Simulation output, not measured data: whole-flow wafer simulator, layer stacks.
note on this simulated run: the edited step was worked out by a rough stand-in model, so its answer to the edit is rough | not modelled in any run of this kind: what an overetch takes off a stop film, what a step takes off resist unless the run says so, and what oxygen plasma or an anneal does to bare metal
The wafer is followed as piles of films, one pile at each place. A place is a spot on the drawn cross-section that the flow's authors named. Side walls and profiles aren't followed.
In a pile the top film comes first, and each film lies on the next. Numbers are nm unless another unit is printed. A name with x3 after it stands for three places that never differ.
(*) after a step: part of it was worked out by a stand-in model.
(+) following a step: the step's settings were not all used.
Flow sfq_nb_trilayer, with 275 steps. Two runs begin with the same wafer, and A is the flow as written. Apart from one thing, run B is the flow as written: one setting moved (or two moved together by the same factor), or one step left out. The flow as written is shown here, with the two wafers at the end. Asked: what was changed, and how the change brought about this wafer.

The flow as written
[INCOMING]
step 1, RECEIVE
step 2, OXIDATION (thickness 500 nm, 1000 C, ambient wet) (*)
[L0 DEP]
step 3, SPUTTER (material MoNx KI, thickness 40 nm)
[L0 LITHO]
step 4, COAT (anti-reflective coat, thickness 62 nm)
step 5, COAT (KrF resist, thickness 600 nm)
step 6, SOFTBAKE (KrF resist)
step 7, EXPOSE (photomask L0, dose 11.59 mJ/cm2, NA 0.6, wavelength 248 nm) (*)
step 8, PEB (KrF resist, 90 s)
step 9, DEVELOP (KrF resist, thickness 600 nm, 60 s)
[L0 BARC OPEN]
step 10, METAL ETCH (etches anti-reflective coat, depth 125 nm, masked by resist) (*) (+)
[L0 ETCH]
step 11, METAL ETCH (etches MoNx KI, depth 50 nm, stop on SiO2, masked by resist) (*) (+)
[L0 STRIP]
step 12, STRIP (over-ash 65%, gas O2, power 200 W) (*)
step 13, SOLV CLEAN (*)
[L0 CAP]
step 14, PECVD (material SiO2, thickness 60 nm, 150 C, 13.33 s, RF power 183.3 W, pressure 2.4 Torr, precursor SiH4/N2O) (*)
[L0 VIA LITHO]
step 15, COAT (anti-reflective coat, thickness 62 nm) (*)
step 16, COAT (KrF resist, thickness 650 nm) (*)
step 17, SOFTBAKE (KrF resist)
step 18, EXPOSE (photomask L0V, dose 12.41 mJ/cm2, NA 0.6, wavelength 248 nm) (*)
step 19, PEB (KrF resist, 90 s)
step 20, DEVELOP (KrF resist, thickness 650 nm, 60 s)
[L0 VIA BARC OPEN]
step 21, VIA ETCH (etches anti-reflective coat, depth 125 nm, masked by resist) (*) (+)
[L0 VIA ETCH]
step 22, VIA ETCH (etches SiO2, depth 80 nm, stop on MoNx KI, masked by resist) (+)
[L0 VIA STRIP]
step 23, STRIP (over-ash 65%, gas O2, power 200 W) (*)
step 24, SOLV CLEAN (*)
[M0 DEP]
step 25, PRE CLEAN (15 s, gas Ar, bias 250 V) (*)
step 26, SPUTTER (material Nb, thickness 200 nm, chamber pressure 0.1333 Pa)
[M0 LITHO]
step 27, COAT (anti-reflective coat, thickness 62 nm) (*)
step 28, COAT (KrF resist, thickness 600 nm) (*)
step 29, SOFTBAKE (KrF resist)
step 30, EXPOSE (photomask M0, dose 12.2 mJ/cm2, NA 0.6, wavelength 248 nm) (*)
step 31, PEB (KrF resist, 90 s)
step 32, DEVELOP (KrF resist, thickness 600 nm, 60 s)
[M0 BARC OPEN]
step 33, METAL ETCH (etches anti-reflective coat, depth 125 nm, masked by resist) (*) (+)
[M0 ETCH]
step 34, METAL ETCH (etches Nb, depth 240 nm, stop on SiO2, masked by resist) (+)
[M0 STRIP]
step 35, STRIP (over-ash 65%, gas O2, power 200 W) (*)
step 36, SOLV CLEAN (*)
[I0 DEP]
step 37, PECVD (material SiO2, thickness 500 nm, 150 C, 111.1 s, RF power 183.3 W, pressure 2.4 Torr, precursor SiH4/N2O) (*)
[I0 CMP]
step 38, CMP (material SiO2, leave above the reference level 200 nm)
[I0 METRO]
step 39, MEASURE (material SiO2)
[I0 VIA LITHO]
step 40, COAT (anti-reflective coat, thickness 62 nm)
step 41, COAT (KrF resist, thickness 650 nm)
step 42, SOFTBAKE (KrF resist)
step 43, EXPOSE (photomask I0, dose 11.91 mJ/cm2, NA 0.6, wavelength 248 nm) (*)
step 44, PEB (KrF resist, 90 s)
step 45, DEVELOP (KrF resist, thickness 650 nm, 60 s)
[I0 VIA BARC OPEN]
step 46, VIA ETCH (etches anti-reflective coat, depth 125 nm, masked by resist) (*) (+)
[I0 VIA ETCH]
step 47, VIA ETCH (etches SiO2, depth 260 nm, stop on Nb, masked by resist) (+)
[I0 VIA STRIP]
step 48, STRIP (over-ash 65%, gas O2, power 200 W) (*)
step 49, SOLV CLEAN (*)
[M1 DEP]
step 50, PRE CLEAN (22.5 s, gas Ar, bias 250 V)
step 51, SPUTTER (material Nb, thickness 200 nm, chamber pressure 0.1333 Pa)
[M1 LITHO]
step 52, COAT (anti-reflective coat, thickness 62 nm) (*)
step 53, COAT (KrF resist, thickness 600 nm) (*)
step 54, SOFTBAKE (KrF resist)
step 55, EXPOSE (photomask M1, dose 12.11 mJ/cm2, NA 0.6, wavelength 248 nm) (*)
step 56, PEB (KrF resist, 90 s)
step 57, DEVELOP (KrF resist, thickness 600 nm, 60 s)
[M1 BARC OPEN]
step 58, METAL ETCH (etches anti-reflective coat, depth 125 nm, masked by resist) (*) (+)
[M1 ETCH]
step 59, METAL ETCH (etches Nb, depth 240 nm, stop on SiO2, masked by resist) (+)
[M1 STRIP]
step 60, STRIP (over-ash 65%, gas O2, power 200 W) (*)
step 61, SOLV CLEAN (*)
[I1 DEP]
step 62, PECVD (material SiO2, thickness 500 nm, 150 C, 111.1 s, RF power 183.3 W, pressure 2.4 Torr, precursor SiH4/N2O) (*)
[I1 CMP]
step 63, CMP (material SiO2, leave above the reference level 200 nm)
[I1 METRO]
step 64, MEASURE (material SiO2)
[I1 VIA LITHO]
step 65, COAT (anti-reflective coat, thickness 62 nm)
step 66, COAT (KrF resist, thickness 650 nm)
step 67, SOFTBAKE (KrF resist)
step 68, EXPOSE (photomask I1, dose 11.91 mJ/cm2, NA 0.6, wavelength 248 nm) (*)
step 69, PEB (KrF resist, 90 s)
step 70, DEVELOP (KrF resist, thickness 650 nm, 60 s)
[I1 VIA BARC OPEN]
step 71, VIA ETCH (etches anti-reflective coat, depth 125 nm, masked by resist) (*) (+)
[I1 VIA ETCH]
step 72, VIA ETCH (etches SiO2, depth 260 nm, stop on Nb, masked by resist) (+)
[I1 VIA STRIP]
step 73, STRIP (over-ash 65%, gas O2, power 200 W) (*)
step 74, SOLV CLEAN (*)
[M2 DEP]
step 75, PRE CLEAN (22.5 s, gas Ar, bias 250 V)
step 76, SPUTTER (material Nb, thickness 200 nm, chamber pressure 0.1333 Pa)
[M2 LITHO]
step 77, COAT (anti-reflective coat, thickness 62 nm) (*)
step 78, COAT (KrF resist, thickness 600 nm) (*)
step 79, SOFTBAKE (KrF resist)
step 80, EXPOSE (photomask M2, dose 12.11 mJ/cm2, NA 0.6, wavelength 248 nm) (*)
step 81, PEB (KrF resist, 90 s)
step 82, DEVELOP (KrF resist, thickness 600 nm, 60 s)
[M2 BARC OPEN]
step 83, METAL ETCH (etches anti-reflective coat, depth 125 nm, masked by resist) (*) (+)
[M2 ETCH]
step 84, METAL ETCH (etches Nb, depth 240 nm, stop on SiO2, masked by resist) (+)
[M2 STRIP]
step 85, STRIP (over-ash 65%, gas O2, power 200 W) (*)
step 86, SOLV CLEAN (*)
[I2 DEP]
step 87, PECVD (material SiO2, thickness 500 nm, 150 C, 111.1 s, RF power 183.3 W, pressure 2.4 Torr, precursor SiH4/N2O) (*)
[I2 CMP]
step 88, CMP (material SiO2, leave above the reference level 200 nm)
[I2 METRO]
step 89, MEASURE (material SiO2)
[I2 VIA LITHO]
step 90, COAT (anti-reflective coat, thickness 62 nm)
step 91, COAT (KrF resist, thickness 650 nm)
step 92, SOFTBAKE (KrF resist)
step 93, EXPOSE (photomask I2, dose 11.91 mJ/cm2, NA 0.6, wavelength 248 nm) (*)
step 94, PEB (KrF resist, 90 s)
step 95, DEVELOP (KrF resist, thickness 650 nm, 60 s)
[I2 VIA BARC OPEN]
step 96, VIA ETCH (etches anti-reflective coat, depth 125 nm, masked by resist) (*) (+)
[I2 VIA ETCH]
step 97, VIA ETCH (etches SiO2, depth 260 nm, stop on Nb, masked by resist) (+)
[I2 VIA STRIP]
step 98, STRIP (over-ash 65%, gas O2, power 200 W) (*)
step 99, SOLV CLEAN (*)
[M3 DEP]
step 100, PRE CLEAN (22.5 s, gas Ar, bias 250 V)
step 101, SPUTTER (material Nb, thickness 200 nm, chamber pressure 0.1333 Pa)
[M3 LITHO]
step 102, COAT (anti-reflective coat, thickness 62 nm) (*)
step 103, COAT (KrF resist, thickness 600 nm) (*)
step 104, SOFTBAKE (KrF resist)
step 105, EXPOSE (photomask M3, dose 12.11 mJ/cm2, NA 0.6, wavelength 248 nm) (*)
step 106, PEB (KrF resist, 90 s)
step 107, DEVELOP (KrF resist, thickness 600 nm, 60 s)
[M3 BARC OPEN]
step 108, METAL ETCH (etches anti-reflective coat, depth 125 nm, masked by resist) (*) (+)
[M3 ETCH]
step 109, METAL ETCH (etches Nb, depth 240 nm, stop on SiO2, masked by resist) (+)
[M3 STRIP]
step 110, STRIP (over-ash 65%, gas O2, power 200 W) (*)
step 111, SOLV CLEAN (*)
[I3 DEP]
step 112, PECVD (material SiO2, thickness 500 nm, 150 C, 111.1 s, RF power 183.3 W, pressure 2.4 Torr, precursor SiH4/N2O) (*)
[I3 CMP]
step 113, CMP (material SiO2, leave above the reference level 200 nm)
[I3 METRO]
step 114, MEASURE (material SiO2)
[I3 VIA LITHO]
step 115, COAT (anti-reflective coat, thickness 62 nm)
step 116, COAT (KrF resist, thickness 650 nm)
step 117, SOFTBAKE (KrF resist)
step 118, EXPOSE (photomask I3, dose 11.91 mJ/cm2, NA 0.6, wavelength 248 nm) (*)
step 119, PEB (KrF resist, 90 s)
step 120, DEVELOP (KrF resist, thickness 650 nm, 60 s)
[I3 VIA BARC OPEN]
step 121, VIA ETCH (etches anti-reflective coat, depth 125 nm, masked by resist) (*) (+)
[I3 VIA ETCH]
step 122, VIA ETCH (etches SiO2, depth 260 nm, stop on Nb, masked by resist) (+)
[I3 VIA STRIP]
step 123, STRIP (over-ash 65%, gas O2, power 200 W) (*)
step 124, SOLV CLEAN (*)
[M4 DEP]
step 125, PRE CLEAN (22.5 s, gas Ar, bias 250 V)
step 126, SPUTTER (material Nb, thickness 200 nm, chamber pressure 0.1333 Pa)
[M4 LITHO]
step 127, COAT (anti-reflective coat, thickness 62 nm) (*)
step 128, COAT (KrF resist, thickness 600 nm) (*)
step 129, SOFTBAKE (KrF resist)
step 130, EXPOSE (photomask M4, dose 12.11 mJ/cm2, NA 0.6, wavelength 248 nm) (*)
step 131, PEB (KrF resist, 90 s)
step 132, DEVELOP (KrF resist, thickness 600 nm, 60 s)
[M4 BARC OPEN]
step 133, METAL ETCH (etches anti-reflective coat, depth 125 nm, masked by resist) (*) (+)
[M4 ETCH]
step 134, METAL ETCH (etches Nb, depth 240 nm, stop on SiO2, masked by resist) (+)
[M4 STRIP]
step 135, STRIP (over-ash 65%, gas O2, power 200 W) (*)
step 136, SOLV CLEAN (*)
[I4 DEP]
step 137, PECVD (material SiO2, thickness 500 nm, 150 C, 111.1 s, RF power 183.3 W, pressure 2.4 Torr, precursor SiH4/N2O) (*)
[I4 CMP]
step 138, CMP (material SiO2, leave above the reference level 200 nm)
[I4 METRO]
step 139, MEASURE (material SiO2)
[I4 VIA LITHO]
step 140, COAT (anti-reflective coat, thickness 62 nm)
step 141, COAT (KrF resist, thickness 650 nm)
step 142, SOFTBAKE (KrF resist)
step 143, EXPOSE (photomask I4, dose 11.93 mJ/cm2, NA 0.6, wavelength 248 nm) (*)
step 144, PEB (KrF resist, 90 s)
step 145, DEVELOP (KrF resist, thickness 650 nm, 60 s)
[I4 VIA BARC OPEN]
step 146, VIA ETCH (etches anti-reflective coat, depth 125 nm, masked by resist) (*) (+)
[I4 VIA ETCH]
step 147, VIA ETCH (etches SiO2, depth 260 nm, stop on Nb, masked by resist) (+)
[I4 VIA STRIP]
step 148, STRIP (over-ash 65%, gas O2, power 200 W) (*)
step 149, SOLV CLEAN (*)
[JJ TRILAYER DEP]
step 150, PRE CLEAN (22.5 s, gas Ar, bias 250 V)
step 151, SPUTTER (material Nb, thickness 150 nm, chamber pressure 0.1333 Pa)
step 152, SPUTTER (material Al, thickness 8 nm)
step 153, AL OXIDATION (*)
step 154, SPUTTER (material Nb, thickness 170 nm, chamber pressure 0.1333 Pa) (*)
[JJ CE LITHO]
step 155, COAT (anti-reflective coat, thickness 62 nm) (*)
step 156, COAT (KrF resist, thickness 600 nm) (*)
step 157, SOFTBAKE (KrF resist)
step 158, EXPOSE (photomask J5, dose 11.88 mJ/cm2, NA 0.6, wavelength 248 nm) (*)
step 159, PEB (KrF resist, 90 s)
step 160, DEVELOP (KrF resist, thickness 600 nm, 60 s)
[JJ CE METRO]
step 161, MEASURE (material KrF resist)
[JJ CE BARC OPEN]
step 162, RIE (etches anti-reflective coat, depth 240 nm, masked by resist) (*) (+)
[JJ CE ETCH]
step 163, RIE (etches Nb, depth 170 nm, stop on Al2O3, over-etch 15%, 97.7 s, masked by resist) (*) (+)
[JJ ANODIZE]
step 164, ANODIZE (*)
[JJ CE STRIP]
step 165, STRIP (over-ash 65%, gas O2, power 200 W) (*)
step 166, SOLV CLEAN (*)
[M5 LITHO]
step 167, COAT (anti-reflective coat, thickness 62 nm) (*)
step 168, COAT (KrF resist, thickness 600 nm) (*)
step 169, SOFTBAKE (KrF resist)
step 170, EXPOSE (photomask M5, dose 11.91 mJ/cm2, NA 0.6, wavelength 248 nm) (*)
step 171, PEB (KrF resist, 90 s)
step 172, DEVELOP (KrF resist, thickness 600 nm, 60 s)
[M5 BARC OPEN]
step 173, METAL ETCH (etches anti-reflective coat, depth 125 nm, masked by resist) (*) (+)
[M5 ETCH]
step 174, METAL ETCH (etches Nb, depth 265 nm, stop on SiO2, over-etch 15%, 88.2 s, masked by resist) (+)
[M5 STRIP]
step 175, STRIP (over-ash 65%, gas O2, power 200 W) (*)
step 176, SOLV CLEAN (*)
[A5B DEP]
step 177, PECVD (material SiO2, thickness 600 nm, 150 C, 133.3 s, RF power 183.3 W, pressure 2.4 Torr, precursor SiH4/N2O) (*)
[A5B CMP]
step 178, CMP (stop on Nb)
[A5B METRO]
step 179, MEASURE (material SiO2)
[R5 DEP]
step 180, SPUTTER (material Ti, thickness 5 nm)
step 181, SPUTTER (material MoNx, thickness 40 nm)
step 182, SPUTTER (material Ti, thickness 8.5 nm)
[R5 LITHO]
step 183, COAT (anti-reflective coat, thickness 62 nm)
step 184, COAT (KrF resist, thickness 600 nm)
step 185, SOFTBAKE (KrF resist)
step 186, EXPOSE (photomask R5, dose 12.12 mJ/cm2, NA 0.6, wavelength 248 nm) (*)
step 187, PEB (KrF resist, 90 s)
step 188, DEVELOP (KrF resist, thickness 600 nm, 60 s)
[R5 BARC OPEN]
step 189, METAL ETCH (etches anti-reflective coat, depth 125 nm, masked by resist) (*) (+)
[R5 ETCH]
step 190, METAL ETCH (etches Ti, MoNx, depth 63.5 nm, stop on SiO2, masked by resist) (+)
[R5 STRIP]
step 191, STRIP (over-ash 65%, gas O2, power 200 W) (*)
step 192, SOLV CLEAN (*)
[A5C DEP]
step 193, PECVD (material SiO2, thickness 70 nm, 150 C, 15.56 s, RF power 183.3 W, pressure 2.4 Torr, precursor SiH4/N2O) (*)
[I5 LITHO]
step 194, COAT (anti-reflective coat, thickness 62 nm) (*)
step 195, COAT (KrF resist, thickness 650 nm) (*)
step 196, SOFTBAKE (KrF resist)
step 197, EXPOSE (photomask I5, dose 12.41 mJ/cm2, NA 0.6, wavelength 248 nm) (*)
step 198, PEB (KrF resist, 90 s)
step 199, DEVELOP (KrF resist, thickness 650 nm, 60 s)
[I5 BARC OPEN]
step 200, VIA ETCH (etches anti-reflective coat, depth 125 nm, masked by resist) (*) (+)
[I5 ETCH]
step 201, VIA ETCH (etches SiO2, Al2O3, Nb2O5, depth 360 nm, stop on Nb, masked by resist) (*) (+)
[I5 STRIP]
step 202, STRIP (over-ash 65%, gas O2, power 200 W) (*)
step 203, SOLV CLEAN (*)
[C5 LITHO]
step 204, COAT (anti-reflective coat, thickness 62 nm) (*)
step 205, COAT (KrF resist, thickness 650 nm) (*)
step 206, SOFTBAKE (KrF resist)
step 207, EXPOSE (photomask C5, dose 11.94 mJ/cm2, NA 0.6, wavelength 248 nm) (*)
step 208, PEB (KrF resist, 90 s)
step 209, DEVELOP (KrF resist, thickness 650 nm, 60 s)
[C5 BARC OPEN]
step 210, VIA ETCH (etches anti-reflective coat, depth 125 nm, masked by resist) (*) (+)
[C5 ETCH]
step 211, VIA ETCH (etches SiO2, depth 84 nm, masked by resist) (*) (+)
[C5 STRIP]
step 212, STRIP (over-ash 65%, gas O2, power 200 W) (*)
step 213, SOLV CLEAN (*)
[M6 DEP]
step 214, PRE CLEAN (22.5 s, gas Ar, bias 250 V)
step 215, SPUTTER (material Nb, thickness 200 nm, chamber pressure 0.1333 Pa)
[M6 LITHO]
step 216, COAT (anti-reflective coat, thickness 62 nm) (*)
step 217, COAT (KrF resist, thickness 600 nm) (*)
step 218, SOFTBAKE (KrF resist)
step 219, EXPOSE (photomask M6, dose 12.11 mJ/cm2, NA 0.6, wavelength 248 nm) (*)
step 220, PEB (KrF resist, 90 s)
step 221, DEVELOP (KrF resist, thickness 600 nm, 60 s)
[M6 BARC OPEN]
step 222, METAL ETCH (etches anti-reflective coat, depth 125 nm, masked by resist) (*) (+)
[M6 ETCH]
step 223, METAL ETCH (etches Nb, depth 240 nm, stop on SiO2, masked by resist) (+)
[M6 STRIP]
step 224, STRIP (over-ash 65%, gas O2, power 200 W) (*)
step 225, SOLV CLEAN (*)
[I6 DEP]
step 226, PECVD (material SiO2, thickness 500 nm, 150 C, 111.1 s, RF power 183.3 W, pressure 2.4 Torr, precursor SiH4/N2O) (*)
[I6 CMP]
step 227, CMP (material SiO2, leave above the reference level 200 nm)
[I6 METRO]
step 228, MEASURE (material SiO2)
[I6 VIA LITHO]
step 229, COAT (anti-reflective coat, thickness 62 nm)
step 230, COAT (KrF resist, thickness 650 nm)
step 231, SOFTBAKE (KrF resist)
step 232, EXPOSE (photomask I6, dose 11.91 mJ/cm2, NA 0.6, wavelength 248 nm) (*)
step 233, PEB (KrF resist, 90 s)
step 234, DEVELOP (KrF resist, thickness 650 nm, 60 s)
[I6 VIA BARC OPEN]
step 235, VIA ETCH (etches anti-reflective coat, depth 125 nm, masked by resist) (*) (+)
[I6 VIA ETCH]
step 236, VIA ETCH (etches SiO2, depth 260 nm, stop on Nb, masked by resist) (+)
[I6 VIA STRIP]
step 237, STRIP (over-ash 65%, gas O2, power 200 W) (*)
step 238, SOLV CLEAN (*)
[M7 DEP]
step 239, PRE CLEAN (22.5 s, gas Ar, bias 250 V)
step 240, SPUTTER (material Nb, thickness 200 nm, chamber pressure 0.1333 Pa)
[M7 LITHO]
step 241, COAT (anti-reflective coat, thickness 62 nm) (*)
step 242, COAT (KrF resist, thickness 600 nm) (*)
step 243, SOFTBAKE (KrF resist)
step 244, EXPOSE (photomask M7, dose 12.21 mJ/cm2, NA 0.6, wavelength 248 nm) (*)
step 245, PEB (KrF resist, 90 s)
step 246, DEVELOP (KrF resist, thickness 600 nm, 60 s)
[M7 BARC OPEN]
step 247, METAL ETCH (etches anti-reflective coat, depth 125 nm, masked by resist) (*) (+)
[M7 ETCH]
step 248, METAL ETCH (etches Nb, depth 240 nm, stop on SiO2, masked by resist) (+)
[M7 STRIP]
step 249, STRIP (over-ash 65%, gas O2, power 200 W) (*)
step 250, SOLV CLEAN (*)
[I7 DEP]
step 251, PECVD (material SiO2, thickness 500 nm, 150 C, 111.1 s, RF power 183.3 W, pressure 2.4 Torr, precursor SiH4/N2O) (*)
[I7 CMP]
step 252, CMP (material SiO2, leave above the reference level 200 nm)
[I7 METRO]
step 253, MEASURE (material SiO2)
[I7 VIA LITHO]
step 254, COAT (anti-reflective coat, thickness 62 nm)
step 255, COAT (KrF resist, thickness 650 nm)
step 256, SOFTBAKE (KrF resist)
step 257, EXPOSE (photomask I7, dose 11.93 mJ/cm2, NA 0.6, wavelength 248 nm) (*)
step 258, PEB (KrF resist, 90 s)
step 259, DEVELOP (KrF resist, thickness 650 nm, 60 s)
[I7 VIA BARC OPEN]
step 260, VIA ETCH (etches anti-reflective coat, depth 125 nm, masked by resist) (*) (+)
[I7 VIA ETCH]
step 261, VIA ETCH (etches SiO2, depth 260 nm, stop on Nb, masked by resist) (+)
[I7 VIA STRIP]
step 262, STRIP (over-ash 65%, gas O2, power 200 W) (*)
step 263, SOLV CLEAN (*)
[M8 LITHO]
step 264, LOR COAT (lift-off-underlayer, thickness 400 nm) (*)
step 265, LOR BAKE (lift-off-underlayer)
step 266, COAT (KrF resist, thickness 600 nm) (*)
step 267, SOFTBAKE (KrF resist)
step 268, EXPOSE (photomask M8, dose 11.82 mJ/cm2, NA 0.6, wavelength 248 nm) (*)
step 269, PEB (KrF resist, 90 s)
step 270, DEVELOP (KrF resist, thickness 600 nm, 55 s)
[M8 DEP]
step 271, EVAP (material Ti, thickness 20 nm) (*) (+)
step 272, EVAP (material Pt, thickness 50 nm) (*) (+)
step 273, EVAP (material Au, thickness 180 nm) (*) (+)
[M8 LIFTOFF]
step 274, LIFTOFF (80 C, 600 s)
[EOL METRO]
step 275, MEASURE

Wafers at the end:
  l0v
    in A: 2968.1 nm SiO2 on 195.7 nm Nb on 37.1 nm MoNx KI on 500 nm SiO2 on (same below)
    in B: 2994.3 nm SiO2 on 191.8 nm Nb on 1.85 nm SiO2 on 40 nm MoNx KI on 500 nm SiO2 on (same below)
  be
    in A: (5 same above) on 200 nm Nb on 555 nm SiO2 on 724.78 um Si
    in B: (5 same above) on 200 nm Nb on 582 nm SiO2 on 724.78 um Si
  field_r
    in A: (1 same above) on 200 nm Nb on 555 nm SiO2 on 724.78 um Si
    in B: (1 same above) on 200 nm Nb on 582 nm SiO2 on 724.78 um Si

Cause: step 14, PECVD: thickness 87 nm was run, whereas the flow has thickness 60 nm; step 14, PECVD: 19.33 s was run, where the flow has 13.33 s.

The path from the change to this, step by step:
  step 14, PECVD (material SiO2, thickness 60 nm, 150 C, 13.33 s, RF power 183.3 W, pressure 2.4 Torr, precursor SiH4/N2O) (*)
      v_sur, via_wl, via_w and 97 more: A +60 SiO2 | B +87 SiO2
      field_l, l0_sur, l0v, l0r_line_l, l0r_line_c, l0r_line_r: A +60 SiO2 (new film) | B +87 SiO2 (new film)
  step 22, VIA ETCH (etches SiO2, depth 80 nm, stop on MoNx KI, masked by resist) (+)
      l0v: A -59.8 SiO2 (all of it) | B -80 SiO2
  step 25, PRE CLEAN (15 s, gas Ar, bias 250 V) (*)
      l0v: A -2.91 MoNx KI | B -5 SiO2
  step 27, COAT (anti-reflective coat, thickness 62 nm) (*)
      l0_sur: A +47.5 anti-reflective coat (new film) | B +45.9 anti-reflective coat (new film)
      l0v: A +78 anti-reflective coat (new film) | B +83.5 anti-reflective coat (new film)
  step 28, COAT (KrF resist, thickness 600 nm) (*)
      l0v: A +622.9 KrF resist (new film) | B +637.9 KrF resist (new film)
  step 35, STRIP (over-ash 65%, gas O2, power 200 W) (*)
      l0_sur: A -372 KrF resist (all of it), -47.5 anti-reflective coat (all of it) | B -369.5 KrF resist (all of it), -45.9 anti-reflective coat (all of it)
      l0v: A -405.3 KrF resist (all of it), -78 anti-reflective coat (all of it) | B -420.2 KrF resist (all of it), -83.5 anti-reflective coat (all of it)
  step 38, CMP (material SiO2, leave above the reference level 200 nm)
      l0v: A -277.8 SiO2 | B -251.6 SiO2
With metal films that touch counted as one body, l0v has 2 bodies (between them, from the top down: SiO2 1.85); the flow as written gives 1 body.
